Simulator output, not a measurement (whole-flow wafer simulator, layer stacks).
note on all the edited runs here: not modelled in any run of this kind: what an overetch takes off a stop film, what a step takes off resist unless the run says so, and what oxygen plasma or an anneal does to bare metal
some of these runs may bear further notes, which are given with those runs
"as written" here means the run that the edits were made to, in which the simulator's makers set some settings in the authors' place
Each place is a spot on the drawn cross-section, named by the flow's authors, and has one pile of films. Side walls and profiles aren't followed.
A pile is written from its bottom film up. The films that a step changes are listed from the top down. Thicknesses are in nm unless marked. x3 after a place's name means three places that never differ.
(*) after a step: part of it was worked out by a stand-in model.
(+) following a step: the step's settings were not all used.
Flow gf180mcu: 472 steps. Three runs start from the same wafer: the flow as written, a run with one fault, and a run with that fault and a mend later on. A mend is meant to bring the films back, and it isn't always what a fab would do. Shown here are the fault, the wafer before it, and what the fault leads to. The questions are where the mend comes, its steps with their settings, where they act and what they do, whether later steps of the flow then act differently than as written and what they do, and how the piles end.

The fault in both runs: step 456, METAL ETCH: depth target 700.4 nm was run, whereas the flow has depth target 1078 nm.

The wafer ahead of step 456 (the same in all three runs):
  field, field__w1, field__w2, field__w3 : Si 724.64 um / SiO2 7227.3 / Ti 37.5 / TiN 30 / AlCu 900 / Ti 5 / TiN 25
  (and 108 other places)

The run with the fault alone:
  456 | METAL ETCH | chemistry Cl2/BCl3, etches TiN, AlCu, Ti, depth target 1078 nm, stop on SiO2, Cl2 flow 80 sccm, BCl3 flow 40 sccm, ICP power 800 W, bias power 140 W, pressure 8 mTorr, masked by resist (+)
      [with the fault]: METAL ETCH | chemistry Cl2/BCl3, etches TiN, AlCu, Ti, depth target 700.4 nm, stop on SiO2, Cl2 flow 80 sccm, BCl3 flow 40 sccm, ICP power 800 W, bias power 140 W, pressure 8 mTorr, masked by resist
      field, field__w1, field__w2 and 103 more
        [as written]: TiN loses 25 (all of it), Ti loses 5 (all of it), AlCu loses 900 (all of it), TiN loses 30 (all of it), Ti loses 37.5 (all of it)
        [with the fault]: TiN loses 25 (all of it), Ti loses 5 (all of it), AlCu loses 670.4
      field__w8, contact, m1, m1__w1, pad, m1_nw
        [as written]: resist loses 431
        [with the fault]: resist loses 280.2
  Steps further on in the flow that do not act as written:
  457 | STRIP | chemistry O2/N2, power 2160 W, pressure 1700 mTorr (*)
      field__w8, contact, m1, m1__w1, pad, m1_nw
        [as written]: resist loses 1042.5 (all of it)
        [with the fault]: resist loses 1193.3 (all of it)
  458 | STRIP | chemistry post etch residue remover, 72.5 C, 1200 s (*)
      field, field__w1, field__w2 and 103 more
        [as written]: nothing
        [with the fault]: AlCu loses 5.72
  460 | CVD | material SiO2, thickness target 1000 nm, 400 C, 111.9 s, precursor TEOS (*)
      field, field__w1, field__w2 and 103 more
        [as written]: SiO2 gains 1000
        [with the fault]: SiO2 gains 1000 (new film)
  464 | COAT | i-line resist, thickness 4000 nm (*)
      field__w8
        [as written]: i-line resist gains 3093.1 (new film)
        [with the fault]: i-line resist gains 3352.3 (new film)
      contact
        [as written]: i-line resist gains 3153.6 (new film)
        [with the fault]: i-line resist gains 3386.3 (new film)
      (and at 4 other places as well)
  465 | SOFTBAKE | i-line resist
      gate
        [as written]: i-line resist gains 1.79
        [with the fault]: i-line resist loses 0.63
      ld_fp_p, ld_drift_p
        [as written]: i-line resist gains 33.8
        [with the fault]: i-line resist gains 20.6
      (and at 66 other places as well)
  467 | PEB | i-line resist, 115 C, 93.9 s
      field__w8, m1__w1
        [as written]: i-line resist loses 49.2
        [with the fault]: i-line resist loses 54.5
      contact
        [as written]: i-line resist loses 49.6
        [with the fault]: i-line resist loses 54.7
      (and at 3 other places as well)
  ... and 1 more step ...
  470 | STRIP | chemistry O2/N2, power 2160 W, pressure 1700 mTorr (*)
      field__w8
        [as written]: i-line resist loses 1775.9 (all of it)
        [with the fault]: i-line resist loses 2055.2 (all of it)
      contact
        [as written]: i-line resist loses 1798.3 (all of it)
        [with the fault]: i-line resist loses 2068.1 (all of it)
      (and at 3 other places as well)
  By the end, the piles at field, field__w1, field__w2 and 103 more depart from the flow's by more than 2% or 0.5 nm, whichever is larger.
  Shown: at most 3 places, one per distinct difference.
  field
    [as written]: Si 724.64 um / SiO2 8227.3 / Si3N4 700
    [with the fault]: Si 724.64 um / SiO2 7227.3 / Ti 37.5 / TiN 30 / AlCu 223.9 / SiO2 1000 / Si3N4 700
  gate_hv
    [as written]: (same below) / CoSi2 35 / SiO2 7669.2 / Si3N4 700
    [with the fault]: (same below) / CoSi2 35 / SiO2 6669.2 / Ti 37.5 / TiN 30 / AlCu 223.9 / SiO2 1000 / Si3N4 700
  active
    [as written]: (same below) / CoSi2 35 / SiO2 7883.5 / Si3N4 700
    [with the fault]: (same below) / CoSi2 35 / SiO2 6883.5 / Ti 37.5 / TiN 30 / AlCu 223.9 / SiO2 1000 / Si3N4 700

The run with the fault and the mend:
  After step 458 comes the mend.
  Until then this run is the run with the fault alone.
  458a | DEHYDRATE | 200 C, 60 s (a further turn of the flow's step 449)
      does not change any film at any place that is followed
  458b | HMDS | 120 C, 60 s (a further turn of the flow's step 450)
      does not change any film at any place that is followed
  458c | COAT | resist, thickness 1500 nm (*) (a further turn of the flow's step 451)
      iso_ptap_pw, iso_ntap_nw, iso_nw_fld and 33 more
        resist gains 1500 (new film)
      field__w6, field_sub, field_sub__w1 and 13 more
        resist gains 1509 (new film)
      p_well, sti, spacer, sd_n, mim_1p0, dice_street
        resist gains 1503.4 (new film)
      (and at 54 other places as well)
  458d | SOFTBAKE | resist (a further turn of the flow's step 452)
      field__w2, active_hv
        resist loses 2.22
      field__w5, field__w9
        resist loses 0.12
      field__w11, field_sub__w1
        resist loses 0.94
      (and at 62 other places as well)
  458e | EXPOSE | photomask MetalTop (a further turn of the flow's step 453)
      does not change any film at any place that is followed
  458f | PEB | resist, 70.3 s (a further turn of the flow's step 454)
      field__w2, field__w3, field__w5 and 43 more
        resist loses 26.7
      iso_ptap_pw, iso_ntap_nw, iso_nw_fld and 33 more
        resist loses 26.5
      p_well, sti, spacer, sd_n, mim_1p0, dice_street
        resist loses 26.6
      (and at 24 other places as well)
  458g | DEVELOP | thickness 1500 nm, 60 s (a further turn of the flow's step 455)
      iso_ptap_pw, iso_ntap_nw, iso_nw_fld and 33 more
        resist loses 1473.5 (all of it)
      field__w2, field__w3, field__w12, ld_acc_p, ld_fp_p, ppoly_sal
        resist loses 1482.1 (all of it)
      p_well, sti, spacer, sd_n, mim_1p0, dice_street
        resist loses 1476.8 (all of it)
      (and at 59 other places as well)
  458h | METAL ETCH | chemistry Cl2/BCl3, etches TiN, AlCu, Ti, depth target 377.1 nm, stop on SiO2, Cl2 flow 80 sccm, BCl3 flow 40 sccm, ICP power 800 W, bias power 140 W, pressure 8 mTorr, masked by resist (+) (a further turn of the flow's step 456, with different settings)
      field, field__w1, field__w2 and 103 more
        AlCu loses 223.9 (all of it), TiN loses 30 (all of it), Ti loses 37.5 (all of it)
      field__w8, contact, m1, m1__w1, pad, m1_nw
        resist loses 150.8
  458i | STRIP | chemistry O2/N2, power 2160 W, pressure 1700 mTorr (*) (a further turn of the flow's step 457)
      field__w8
        resist loses 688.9 (all of it)
      contact
        resist loses 687 (all of it)
      m1
        resist loses 687.3 (all of it)
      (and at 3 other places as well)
  458j | STRIP | chemistry post etch residue remover, 72.5 C, 1200 s (*) (a further turn of the flow's step 458)
      field__w8, contact, m1, m1__w1, pad, m1_nw
        TiN loses 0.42
  Every later step of the flow that is run acts as written, at every place that is followed, to within 2% or 0.5 nm, whichever is larger.
  The piles end only slightly different from the flow's at the places that both follow, by no more than 2% or 0.5 nm, whichever is larger.
